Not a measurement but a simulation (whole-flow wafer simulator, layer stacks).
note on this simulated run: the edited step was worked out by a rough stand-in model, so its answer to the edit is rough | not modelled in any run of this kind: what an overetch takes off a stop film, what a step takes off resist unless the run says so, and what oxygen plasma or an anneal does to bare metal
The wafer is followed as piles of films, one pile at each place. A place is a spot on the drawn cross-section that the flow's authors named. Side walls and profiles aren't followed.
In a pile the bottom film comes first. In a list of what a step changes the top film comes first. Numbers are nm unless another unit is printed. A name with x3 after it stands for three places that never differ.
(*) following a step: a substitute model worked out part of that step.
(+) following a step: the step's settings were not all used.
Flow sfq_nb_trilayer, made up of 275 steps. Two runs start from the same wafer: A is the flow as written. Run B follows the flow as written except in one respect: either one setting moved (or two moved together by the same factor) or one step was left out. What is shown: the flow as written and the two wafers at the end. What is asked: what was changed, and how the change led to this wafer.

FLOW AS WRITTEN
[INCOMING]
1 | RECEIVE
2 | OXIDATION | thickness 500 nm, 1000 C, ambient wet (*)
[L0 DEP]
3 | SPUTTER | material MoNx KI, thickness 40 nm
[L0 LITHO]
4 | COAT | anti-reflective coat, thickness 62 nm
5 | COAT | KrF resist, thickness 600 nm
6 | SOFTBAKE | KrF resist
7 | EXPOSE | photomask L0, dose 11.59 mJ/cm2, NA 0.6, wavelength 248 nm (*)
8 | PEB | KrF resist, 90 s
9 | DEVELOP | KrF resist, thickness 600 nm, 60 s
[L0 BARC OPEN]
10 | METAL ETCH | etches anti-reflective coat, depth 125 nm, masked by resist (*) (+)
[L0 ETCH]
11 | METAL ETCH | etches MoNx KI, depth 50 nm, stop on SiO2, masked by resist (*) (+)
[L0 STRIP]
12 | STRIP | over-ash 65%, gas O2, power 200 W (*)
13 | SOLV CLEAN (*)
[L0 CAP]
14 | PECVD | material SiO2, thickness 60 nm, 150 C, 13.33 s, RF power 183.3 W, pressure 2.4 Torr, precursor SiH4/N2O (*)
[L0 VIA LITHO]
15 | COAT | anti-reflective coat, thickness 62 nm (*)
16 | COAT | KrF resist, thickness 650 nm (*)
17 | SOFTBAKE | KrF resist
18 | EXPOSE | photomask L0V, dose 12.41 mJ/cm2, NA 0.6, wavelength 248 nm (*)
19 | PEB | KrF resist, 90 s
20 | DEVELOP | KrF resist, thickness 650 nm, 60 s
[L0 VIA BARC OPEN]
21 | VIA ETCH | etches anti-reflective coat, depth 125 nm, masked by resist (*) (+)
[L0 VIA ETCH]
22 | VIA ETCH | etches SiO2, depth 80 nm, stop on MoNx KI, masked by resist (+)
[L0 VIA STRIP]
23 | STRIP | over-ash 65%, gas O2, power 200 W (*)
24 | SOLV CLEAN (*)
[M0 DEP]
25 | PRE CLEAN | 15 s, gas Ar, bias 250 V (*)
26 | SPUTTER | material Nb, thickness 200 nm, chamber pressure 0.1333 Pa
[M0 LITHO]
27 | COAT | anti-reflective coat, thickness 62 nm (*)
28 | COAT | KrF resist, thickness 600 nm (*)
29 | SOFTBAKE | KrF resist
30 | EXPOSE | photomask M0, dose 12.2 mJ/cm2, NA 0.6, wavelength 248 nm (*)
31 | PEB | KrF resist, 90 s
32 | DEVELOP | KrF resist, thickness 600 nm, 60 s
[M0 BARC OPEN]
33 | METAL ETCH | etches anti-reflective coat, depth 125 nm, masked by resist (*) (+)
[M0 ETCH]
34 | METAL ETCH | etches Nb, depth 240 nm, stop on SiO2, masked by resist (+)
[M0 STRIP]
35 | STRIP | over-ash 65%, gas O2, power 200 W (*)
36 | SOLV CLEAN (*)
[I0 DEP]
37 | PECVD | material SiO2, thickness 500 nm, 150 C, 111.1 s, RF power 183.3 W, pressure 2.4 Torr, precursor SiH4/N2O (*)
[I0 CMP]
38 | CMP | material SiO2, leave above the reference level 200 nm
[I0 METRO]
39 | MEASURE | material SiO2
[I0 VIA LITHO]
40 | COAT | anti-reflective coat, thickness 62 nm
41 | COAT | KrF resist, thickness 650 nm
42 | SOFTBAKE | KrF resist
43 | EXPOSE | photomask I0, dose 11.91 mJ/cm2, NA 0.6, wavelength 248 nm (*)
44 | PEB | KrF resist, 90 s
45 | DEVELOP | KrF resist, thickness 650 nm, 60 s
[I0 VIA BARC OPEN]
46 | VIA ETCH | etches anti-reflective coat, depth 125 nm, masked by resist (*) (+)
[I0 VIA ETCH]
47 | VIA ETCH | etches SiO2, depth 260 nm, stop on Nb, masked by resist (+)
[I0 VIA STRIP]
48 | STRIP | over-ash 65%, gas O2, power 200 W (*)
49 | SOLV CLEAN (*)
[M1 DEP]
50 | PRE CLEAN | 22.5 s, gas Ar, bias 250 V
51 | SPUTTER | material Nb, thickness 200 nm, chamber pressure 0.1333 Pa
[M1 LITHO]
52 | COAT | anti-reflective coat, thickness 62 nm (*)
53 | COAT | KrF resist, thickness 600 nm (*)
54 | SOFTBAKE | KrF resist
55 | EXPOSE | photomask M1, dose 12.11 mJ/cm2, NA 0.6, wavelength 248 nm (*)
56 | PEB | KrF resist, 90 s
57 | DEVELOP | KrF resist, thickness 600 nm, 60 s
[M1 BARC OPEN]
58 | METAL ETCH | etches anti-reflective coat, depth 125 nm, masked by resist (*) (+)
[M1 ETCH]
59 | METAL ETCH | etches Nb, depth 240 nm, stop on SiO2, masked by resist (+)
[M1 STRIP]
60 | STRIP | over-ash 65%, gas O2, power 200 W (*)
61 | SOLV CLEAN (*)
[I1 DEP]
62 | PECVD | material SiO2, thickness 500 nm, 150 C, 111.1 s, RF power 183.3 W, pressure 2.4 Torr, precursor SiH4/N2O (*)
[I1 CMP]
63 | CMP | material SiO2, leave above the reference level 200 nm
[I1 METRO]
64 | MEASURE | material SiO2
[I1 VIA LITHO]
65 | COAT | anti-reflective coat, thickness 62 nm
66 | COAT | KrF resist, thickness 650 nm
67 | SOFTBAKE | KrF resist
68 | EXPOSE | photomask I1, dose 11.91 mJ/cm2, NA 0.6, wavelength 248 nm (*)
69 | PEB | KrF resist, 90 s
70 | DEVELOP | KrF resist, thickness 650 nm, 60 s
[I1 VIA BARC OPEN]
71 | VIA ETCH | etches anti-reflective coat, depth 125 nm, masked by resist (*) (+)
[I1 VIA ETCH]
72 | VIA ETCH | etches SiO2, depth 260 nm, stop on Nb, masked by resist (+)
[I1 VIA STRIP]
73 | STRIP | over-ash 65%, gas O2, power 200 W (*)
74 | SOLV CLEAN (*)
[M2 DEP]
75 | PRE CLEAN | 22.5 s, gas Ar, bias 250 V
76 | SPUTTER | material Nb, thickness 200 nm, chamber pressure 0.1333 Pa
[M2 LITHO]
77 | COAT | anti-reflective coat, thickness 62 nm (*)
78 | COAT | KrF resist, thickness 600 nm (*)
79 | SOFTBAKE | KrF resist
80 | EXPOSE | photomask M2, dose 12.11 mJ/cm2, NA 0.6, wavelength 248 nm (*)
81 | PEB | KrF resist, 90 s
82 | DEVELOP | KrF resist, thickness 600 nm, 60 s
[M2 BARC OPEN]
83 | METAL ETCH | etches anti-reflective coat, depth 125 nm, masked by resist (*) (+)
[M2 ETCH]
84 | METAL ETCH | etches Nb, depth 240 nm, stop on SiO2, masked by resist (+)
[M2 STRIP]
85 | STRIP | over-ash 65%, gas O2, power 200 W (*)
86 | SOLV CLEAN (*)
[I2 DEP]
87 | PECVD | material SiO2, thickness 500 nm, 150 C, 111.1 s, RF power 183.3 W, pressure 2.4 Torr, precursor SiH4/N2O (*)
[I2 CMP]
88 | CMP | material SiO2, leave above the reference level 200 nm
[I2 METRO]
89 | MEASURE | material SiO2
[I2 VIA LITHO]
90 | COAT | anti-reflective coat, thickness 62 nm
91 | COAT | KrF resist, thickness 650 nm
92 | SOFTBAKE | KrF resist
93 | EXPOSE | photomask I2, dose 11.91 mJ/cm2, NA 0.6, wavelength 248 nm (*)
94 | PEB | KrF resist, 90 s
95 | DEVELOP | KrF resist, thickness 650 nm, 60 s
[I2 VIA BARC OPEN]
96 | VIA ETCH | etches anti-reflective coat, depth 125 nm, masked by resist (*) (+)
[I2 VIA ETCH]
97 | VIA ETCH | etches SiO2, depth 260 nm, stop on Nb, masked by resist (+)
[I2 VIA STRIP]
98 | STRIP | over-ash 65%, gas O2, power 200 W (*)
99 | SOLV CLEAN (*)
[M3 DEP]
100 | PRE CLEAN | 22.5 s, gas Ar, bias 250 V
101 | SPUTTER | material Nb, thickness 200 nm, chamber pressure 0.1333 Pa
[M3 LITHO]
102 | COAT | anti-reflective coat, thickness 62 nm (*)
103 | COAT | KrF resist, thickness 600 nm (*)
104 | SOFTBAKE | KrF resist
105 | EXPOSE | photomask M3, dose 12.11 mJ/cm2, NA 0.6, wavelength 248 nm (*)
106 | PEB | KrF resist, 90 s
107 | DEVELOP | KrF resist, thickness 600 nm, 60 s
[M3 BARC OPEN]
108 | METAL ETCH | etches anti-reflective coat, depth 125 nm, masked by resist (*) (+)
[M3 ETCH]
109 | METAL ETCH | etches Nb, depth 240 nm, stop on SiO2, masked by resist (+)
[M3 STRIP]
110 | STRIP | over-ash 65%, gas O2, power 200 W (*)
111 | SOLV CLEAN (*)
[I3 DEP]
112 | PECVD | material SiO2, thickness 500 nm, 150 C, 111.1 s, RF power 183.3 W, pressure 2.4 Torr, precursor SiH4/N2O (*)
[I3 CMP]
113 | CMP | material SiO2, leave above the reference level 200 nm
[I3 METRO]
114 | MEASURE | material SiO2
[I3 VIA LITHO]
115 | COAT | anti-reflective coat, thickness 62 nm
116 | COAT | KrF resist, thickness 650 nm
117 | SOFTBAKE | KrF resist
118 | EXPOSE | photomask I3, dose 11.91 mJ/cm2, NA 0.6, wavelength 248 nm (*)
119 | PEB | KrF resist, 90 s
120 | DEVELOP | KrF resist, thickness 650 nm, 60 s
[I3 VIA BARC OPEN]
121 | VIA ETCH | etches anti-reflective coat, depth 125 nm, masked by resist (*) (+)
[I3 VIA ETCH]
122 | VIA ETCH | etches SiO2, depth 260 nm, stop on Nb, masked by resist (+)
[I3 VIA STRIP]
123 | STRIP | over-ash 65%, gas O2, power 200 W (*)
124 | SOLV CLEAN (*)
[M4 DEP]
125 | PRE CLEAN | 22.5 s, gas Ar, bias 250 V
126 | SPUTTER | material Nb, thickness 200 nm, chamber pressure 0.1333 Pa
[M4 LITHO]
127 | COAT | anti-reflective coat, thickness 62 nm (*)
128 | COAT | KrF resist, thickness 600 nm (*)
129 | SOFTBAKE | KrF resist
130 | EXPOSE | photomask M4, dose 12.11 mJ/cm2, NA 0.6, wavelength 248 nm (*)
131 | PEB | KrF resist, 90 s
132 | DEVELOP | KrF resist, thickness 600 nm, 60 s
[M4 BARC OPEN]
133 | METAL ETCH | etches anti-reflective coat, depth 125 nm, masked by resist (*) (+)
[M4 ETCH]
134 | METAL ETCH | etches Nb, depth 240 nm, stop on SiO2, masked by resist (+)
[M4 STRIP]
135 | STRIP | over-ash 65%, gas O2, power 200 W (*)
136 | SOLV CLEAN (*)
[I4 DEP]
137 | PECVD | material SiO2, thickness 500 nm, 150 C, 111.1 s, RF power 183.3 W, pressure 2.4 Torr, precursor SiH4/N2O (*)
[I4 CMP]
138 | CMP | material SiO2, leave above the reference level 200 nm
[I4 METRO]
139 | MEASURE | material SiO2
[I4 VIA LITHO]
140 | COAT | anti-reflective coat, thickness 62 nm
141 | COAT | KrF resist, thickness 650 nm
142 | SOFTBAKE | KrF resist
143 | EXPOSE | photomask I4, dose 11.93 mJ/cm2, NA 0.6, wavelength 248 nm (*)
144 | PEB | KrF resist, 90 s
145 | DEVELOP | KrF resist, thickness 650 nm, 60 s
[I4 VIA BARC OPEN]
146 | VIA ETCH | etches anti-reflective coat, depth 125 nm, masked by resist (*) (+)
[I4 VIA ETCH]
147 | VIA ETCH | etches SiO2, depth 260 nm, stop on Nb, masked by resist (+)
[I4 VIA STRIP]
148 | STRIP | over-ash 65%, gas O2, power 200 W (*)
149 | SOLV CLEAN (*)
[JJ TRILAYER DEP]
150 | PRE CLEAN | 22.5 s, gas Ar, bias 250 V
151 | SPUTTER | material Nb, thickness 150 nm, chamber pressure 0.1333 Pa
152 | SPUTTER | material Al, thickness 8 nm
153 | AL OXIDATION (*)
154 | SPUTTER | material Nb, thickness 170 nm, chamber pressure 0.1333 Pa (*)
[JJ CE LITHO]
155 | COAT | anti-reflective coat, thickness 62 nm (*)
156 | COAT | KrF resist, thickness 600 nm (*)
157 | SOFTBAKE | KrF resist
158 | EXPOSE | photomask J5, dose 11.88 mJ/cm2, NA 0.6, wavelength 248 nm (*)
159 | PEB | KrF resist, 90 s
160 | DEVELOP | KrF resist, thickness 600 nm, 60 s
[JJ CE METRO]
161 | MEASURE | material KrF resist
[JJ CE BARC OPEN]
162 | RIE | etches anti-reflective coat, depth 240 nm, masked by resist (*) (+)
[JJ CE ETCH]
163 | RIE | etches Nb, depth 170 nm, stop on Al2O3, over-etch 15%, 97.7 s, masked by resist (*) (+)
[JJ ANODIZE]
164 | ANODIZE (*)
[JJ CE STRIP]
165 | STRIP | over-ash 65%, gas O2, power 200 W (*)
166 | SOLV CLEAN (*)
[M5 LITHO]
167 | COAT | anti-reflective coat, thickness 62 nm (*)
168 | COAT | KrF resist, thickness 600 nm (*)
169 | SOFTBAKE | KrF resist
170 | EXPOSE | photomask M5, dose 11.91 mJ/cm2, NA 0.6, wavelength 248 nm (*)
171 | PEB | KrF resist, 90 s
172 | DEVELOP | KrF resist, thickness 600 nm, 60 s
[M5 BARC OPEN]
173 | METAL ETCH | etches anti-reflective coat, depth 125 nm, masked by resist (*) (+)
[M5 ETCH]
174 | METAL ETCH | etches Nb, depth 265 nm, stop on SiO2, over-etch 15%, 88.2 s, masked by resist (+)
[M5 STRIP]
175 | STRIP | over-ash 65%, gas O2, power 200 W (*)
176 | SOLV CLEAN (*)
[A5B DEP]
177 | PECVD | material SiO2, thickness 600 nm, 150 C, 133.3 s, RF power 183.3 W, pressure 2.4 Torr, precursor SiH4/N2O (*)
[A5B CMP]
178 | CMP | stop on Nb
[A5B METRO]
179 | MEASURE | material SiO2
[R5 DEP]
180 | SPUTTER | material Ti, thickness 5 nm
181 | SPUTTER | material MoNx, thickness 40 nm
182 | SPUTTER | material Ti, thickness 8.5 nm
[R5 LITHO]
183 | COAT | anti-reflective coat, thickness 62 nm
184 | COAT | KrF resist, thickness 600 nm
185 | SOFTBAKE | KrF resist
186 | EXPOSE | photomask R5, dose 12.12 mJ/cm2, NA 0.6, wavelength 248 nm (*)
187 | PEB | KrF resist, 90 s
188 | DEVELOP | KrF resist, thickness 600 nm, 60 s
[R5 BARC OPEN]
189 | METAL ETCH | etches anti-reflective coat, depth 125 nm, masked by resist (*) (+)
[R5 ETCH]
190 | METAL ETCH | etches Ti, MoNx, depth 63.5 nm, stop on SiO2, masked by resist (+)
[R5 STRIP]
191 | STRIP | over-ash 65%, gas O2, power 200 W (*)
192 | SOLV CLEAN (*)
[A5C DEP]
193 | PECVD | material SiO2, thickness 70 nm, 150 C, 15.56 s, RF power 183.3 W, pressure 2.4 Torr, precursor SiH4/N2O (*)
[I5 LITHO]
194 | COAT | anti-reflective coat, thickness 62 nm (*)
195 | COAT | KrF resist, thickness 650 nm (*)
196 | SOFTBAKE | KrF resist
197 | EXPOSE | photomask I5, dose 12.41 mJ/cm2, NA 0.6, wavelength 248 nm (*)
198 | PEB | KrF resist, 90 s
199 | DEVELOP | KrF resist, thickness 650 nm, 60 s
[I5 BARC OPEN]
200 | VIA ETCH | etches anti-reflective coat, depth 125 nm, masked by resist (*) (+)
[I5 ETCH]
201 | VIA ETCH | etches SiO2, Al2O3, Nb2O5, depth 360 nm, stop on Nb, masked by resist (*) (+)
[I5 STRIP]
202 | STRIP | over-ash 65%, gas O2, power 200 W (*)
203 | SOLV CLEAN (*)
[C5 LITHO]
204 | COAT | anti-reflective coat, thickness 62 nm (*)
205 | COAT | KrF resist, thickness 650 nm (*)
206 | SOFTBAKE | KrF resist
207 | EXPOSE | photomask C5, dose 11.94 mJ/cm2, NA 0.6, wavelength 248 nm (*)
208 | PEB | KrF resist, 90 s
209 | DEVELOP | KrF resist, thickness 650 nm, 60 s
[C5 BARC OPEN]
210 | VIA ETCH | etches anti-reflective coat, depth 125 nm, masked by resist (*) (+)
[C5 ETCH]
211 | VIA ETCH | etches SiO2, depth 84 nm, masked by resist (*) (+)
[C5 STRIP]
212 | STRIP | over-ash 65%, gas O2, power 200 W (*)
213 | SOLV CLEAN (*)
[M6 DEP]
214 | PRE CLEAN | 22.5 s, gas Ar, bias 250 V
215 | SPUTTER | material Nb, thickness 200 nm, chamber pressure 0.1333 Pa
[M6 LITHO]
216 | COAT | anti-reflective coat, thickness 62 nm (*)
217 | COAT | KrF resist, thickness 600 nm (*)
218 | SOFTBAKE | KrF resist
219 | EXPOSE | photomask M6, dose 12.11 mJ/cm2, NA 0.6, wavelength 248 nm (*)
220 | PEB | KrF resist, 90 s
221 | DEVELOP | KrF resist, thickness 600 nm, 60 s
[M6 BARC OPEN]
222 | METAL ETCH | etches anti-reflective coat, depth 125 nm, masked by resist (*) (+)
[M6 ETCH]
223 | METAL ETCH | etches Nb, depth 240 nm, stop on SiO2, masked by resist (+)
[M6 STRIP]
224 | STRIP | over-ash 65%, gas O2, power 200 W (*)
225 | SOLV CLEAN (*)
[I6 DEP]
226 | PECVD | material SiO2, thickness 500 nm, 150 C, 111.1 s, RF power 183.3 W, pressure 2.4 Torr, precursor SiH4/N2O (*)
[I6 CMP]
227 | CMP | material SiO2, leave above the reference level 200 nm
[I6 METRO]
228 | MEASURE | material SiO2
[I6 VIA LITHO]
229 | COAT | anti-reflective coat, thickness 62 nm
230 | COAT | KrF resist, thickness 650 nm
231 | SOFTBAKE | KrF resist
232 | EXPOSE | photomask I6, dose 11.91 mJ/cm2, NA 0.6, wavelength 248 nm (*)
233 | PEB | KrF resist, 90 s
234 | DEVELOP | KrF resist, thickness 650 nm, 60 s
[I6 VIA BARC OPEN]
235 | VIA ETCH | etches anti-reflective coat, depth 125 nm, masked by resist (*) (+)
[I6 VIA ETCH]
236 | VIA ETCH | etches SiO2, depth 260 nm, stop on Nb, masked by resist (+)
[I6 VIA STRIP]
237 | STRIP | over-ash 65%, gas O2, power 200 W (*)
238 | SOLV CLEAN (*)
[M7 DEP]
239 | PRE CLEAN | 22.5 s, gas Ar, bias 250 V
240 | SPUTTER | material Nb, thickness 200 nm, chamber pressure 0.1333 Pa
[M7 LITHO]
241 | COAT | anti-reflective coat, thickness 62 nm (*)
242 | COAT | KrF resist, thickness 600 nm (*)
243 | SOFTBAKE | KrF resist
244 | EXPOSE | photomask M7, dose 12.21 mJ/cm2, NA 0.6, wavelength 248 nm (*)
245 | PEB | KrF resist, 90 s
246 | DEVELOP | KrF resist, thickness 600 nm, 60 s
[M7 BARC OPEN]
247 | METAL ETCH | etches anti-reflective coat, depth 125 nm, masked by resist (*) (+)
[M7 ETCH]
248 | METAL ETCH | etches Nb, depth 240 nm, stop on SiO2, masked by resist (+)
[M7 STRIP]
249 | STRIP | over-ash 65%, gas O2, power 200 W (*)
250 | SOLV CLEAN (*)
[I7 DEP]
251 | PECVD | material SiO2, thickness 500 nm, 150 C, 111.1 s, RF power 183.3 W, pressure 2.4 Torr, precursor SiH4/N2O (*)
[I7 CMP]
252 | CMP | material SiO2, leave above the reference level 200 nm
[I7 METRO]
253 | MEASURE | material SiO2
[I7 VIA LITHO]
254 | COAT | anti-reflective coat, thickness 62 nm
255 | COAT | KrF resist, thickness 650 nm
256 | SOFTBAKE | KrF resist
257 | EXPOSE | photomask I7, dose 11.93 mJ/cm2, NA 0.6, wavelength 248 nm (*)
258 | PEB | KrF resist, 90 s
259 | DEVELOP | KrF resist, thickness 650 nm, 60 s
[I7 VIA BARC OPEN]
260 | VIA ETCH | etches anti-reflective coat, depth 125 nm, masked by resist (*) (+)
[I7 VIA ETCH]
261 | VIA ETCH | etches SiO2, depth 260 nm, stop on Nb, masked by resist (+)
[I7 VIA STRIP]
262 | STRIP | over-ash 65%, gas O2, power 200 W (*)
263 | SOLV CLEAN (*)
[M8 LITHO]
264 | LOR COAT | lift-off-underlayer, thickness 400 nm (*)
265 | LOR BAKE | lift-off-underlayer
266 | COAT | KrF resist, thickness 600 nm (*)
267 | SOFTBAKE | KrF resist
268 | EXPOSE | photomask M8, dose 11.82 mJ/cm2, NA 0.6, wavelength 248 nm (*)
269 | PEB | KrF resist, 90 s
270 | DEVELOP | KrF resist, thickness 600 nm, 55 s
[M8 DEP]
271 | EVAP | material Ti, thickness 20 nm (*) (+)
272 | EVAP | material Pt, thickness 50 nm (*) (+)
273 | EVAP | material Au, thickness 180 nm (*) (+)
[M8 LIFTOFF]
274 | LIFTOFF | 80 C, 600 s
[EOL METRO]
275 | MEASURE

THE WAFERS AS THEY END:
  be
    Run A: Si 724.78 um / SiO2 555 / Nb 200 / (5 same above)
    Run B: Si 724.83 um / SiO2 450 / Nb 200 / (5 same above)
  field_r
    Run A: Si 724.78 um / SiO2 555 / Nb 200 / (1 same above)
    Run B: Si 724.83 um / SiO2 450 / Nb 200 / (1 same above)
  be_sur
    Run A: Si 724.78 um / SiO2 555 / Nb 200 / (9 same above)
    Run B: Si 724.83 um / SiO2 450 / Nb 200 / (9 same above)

Cause: step 2, OXIDATION: thickness 395 nm was run, though the flow has thickness 500 nm.

How this came from the change, step by step:
  2 | OXIDATION | thickness 500 nm, 1000 C, ambient wet (*)
      field_l, v_sur, via_wl and 103 more: A SiO2 gains 500 (new film), chemical SiO2 loses 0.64 (all of it), Si loses 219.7 | B SiO2 gains 395 (new film), chemical SiO2 loses 0.64 (all of it), Si loses 173.5
